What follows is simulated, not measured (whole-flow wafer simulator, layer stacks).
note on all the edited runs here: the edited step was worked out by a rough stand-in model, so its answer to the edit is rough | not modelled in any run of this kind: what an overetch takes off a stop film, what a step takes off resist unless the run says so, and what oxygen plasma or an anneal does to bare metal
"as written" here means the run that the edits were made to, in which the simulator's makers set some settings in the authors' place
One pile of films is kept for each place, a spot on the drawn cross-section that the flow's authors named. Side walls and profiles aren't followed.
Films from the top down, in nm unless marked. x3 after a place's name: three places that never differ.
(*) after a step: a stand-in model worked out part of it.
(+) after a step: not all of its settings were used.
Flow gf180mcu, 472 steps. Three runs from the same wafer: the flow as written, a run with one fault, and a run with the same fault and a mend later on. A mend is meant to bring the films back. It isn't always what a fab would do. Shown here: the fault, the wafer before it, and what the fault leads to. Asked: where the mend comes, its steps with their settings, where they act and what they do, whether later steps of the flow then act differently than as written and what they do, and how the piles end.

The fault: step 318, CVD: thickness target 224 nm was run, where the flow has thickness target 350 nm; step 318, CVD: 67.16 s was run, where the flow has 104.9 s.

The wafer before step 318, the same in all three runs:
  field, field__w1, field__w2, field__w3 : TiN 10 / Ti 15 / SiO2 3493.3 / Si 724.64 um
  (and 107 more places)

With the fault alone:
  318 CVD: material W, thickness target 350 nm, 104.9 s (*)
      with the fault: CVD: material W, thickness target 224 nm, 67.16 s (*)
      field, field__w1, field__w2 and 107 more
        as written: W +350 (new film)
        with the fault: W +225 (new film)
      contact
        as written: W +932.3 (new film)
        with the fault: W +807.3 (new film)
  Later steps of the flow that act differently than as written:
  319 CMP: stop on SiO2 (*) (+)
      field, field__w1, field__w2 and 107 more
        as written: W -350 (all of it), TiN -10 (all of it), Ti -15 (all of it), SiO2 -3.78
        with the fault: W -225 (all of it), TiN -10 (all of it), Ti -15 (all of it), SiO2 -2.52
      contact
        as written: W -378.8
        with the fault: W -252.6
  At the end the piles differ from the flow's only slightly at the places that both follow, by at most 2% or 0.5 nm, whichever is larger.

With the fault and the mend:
  The mend comes after step 318.
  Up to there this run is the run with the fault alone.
  318a CVD: material W, thickness target 126 nm, 37.78 s (the flow's step 318 once more, with other settings)
      field, field__w1, field__w2 and 108 more
        W +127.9
  No later step of the flow acts differently than as written, at any place that is followed, by more than 2% or 0.5 nm, whichever is larger.
  At the end the piles differ from the flow's only slightly at the places that both follow, by at most 2% or 0.5 nm, whichever is larger.
